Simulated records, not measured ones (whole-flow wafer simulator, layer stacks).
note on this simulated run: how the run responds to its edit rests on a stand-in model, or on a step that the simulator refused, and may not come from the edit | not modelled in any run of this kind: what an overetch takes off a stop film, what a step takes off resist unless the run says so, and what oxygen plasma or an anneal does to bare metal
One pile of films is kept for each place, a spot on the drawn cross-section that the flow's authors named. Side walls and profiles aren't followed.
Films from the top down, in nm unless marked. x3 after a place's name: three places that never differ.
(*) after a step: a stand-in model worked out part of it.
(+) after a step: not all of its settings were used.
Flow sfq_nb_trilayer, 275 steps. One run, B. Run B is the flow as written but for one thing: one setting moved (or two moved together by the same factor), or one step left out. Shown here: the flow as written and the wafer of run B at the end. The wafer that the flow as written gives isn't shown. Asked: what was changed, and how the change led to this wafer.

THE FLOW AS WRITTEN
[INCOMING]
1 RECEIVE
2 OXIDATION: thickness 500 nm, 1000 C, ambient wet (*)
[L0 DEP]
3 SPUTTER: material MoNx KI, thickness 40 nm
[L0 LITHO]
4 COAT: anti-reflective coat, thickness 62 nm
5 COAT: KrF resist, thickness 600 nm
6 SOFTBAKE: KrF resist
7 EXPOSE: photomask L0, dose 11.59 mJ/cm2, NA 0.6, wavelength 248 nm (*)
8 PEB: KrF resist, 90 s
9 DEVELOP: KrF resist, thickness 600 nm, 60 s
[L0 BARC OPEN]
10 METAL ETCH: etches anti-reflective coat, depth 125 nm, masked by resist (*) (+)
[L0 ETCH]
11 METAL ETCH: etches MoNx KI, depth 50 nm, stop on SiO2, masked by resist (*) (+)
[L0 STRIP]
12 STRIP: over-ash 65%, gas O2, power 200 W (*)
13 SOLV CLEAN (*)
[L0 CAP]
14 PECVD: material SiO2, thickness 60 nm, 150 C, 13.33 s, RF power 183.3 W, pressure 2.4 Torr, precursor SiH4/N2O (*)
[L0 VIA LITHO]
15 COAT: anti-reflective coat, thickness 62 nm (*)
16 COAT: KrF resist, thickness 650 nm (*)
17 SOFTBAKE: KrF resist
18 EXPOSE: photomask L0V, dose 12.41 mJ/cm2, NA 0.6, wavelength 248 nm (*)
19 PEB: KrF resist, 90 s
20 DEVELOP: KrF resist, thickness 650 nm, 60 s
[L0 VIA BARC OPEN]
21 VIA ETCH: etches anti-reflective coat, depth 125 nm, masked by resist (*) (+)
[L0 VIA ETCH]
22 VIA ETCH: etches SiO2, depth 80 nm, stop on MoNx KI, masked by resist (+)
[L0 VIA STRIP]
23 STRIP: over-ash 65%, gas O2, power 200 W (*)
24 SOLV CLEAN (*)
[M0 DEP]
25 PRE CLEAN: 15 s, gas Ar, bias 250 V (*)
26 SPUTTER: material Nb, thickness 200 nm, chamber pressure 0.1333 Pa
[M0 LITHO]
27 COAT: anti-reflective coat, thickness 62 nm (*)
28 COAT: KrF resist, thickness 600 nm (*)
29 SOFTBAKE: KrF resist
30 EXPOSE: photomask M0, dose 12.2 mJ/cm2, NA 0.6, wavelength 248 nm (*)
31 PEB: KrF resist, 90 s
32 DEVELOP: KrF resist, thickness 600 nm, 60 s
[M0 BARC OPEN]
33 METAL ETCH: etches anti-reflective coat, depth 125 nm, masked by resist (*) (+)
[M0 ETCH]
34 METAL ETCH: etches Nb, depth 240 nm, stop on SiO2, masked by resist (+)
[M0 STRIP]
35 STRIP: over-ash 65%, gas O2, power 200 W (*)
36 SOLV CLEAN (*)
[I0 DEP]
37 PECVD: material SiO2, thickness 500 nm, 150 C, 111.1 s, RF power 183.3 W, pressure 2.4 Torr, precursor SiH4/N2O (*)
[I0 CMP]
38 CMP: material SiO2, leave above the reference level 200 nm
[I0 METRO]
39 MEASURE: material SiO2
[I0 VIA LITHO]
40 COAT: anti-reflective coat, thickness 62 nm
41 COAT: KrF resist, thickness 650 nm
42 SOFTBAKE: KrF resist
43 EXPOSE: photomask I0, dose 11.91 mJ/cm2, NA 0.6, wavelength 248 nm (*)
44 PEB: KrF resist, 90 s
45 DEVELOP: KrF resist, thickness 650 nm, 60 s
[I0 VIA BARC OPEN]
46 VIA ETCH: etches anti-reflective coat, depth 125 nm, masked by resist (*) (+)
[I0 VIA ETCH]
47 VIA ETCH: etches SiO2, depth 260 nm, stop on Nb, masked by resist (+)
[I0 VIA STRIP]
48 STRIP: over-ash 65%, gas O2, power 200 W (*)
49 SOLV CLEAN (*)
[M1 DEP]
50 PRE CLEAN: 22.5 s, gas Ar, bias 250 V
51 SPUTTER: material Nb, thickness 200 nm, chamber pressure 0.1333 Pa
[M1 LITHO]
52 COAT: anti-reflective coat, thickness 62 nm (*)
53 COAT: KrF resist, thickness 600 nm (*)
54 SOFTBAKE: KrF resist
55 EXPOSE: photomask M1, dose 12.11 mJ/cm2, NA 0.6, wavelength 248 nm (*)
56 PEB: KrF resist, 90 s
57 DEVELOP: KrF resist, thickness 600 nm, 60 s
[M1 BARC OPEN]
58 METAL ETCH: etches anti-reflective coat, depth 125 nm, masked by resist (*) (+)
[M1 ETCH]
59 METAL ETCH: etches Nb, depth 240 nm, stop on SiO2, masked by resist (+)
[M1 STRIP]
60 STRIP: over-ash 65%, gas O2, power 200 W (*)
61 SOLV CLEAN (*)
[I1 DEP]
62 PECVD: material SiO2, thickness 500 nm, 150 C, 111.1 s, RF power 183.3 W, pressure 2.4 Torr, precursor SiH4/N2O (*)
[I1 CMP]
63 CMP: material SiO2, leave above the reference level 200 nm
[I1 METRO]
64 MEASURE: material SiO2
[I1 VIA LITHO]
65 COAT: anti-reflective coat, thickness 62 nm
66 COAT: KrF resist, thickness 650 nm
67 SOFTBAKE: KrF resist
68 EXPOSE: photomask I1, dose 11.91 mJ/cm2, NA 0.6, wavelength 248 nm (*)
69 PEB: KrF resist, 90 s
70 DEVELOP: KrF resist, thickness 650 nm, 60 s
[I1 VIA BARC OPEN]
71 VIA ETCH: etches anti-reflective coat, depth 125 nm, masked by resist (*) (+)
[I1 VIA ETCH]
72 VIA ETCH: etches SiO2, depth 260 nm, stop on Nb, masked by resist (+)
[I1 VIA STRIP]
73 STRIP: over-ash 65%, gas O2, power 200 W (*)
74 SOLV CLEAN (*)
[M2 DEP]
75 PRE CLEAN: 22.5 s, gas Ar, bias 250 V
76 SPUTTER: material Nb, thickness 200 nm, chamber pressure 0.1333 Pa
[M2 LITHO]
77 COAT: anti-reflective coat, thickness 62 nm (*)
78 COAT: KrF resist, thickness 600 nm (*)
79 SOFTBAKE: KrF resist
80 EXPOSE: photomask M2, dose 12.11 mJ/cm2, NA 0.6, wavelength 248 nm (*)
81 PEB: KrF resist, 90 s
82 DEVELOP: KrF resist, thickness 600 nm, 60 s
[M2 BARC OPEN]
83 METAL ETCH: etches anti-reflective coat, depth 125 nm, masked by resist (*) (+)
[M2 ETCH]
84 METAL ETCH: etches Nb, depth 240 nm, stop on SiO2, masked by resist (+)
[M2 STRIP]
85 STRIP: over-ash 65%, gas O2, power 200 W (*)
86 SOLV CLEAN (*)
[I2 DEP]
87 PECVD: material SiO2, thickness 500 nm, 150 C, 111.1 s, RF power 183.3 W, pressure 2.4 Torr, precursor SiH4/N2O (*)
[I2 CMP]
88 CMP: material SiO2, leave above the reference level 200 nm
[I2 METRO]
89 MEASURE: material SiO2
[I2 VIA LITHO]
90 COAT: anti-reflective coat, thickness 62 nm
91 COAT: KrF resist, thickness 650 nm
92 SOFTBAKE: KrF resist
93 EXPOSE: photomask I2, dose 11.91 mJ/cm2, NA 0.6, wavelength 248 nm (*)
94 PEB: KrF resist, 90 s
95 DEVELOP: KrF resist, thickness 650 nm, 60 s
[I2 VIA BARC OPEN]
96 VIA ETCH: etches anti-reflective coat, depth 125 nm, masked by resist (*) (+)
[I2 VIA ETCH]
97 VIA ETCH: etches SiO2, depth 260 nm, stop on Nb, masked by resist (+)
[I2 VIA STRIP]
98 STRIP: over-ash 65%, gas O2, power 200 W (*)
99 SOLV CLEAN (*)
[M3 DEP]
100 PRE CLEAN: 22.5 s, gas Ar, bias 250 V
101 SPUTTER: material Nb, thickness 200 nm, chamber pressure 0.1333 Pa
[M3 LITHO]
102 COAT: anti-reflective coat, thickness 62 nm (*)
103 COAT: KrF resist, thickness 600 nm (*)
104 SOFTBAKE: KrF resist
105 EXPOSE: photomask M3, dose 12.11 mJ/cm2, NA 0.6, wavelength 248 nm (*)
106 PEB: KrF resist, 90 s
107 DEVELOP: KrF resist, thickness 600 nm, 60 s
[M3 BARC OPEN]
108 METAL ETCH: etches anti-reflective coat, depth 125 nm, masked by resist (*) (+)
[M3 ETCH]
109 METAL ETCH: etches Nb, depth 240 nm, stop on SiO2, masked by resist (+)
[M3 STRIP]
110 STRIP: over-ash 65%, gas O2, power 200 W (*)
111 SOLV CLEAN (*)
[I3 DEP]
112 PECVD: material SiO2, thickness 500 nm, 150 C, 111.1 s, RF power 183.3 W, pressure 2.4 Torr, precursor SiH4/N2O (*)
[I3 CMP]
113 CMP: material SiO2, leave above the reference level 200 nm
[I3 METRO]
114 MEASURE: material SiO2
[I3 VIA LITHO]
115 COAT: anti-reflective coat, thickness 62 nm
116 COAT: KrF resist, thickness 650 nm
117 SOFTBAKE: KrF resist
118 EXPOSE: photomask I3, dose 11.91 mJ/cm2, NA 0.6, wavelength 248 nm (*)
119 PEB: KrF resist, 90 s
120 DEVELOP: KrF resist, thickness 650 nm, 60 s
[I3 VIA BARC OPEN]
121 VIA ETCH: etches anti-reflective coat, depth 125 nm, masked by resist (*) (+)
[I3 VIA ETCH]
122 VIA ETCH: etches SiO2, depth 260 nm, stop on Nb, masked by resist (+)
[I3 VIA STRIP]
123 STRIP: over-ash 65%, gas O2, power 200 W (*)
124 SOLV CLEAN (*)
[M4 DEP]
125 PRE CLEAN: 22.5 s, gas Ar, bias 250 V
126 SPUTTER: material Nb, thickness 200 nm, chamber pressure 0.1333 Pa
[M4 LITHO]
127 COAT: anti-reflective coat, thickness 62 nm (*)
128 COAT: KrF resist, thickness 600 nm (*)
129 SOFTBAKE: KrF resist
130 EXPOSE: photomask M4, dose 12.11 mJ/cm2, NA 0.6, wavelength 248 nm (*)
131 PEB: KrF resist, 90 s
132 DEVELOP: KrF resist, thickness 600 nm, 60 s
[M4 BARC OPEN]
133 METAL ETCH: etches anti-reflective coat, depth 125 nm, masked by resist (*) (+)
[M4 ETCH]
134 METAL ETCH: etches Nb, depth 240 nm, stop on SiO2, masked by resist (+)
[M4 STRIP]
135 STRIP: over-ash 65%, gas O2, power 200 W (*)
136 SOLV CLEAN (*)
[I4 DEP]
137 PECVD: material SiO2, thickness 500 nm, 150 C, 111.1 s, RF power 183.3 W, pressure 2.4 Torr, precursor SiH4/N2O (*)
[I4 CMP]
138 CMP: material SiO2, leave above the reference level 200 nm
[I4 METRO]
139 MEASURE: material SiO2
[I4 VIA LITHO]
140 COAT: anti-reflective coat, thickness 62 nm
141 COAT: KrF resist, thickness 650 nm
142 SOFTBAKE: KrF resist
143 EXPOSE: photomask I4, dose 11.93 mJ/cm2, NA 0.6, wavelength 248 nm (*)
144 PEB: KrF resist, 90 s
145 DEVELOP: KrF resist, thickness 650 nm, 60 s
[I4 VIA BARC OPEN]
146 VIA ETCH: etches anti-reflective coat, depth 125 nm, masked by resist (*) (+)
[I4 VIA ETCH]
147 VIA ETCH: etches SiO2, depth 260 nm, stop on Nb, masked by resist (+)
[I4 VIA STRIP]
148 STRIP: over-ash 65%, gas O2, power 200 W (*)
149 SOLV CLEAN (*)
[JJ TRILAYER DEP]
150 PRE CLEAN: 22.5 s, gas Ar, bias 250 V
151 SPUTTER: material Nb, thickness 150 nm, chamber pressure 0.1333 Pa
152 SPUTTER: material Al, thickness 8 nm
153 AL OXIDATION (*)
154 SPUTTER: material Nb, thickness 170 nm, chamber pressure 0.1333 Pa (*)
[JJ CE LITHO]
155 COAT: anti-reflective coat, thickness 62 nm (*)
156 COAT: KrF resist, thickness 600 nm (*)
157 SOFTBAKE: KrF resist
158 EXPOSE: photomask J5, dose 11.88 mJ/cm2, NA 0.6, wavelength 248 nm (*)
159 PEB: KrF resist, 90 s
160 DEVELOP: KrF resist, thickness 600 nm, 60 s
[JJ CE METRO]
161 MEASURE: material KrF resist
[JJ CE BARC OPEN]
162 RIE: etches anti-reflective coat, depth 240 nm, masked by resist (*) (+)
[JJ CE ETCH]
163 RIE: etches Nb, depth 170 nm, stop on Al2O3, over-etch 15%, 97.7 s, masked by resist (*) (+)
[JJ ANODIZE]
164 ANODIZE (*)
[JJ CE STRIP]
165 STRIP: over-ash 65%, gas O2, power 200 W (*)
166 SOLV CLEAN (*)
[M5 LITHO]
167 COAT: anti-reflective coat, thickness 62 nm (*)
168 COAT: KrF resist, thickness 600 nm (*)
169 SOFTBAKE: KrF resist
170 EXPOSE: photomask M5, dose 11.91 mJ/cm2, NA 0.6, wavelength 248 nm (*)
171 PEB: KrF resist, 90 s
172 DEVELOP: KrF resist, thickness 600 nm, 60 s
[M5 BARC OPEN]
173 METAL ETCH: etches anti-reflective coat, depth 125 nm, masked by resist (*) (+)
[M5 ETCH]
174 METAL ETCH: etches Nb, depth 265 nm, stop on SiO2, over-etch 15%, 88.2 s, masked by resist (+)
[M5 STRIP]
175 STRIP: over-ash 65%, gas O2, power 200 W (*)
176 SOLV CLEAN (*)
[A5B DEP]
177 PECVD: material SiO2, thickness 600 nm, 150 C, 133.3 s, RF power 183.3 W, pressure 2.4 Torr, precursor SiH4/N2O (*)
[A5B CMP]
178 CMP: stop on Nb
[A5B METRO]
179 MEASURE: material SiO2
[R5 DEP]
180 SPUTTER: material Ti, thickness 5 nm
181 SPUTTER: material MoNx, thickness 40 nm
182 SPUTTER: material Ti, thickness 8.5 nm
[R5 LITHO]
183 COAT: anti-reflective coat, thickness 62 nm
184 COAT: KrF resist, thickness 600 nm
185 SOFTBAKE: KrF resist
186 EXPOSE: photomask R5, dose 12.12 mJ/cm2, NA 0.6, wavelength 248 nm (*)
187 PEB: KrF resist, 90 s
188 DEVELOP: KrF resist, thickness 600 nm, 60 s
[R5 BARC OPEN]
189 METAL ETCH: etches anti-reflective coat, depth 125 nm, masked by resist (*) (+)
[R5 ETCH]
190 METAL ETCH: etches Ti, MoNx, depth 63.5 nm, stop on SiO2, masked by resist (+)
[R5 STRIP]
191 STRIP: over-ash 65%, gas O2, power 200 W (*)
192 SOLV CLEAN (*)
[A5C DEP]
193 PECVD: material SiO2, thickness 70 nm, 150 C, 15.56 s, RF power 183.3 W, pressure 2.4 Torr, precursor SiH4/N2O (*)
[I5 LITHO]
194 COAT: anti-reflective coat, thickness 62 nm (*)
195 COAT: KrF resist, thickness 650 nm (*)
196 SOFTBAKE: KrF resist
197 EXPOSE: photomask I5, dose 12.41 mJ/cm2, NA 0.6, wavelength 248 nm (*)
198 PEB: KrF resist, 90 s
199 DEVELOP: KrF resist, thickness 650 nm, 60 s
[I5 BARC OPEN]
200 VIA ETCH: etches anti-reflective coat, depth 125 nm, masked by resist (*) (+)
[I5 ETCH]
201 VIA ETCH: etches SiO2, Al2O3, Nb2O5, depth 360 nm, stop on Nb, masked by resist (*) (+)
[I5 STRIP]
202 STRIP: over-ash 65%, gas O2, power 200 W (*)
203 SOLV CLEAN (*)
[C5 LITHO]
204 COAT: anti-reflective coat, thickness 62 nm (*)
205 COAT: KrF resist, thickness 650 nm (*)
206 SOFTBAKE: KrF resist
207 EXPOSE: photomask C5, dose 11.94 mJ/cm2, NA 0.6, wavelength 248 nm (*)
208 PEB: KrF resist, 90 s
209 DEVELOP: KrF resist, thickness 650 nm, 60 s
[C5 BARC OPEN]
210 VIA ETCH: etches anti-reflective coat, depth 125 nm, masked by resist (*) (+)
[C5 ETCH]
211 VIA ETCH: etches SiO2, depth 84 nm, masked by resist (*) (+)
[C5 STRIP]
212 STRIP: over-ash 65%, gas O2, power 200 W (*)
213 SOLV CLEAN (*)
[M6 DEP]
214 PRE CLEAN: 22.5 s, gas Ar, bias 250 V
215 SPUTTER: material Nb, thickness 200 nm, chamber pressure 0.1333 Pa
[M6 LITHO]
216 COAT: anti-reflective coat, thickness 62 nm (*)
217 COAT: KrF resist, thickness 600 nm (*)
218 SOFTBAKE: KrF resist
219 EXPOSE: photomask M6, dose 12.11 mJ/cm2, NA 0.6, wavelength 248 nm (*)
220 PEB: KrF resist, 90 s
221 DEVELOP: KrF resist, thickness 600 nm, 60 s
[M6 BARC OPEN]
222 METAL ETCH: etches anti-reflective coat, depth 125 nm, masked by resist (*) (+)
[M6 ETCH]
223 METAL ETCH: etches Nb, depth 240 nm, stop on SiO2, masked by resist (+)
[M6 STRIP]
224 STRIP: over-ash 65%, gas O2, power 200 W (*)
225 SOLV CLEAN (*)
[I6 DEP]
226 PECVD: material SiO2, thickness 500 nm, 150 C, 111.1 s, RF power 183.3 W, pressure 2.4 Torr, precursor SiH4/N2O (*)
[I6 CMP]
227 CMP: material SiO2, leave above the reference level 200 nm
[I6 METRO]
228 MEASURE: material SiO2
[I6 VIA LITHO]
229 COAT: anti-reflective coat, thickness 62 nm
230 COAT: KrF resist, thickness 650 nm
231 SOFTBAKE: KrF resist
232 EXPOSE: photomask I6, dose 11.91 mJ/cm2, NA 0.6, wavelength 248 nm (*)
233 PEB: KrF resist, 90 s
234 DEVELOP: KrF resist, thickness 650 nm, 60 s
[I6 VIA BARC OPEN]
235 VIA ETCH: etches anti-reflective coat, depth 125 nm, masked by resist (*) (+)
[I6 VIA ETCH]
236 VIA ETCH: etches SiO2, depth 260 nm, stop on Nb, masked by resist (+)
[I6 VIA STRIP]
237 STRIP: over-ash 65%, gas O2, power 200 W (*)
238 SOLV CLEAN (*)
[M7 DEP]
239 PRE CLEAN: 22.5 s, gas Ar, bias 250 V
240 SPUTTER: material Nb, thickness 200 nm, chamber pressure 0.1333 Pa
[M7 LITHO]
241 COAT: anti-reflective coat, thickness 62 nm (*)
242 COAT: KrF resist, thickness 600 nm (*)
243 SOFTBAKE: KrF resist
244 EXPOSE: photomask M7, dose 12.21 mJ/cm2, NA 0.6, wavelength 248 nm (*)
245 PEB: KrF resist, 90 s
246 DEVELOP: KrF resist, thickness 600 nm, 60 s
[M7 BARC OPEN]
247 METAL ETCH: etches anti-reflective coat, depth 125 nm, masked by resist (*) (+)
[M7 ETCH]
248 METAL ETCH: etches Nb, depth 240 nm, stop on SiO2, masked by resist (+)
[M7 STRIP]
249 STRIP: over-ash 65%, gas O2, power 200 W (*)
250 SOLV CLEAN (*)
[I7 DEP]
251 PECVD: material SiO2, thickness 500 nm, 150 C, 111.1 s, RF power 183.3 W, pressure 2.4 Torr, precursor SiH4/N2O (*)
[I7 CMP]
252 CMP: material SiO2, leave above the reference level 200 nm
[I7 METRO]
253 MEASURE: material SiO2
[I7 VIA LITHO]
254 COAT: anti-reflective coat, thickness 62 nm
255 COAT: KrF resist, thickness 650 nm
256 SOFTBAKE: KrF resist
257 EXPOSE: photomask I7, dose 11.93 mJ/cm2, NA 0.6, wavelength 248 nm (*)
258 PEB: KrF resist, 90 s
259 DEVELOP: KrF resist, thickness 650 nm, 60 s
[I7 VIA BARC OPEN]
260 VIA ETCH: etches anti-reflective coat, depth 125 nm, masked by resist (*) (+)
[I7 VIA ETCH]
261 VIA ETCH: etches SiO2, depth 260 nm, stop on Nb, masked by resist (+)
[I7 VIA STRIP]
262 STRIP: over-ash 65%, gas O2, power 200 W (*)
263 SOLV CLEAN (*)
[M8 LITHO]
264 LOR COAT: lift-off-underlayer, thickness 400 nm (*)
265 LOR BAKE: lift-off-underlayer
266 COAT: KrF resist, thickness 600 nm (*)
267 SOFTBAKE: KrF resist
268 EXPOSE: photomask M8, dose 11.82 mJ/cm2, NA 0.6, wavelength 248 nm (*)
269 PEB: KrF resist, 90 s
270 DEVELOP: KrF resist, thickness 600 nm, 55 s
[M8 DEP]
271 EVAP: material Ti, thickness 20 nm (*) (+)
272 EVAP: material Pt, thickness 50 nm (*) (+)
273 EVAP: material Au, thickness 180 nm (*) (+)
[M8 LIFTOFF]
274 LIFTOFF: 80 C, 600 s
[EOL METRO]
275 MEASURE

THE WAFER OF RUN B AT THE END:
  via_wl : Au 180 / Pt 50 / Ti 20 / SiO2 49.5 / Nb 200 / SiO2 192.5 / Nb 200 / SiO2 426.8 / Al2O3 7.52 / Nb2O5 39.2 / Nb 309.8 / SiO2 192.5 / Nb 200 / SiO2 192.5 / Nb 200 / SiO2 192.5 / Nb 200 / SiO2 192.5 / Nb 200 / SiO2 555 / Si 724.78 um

The cause: step 261, VIA ETCH: depth 150.3 nm was run, where the flow has depth 260 nm.

How the change led to this, step by step:
  261 VIA ETCH: etches SiO2, depth 260 nm, stop on Nb, masked by resist (+)
      via_wl, via_w, via_wr: SiO2 -150.3 (as written it would be: SiO2 -199.8 (all of it))
      field_l, v_sur, via_sp and 100 more: KrF resist -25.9 (as written it would be: KrF resist -44.8)
  262 STRIP: over-ash 65%, gas O2, power 200 W (*)
      field_l, v_sur, via_sp and 100 more: KrF resist -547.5 (all of it), anti-reflective coat -62 (all of it) (as written it would be: KrF resist -528.6 (all of it), anti-reflective coat -62 (all of it))
  264 LOR COAT: lift-off-underlayer, thickness 400 nm (*)
      via_wl, via_wr: lift-off-underlayer +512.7 (new film) (as written it would be: lift-off-underlayer +549.8 (new film))
      v_sur: lift-off-underlayer +377 (new film) (as written it would be: lift-off-underlayer +369.4 (new film))
      (and at 1 more place)
  270 DEVELOP: KrF resist, thickness 600 nm, 55 s
      v_sur: KrF resist -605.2 (all of it), lift-off-underlayer -377 (all of it) (as written it would be: KrF resist -607.3 (all of it), lift-off-underlayer -369.4 (all of it))
      via_wl: KrF resist -617.6 (all of it), lift-off-underlayer -512.7 (all of it) (as written it would be: KrF resist -623.9 (all of it), lift-off-underlayer -549.8 (all of it))
      (and at 2 more places)
Counting metal films that touch as one body, via_wl has 8 bodies (between them, from the top down: SiO2 49.5; SiO2 192.5; SiO2 426.8 / Al2O3 7.52 / Nb2O5 39.2; SiO2 192.5; SiO2 192.5; SiO2 192.5; SiO2 192.5); the flow as written gives 7 bodies (between them, from the top down: SiO2 192.5; SiO2 426.8 / Al2O3 7.52 / Nb2O5 39.2; SiO2 192.5; SiO2 192.5; SiO2 192.5; SiO2 192.5).
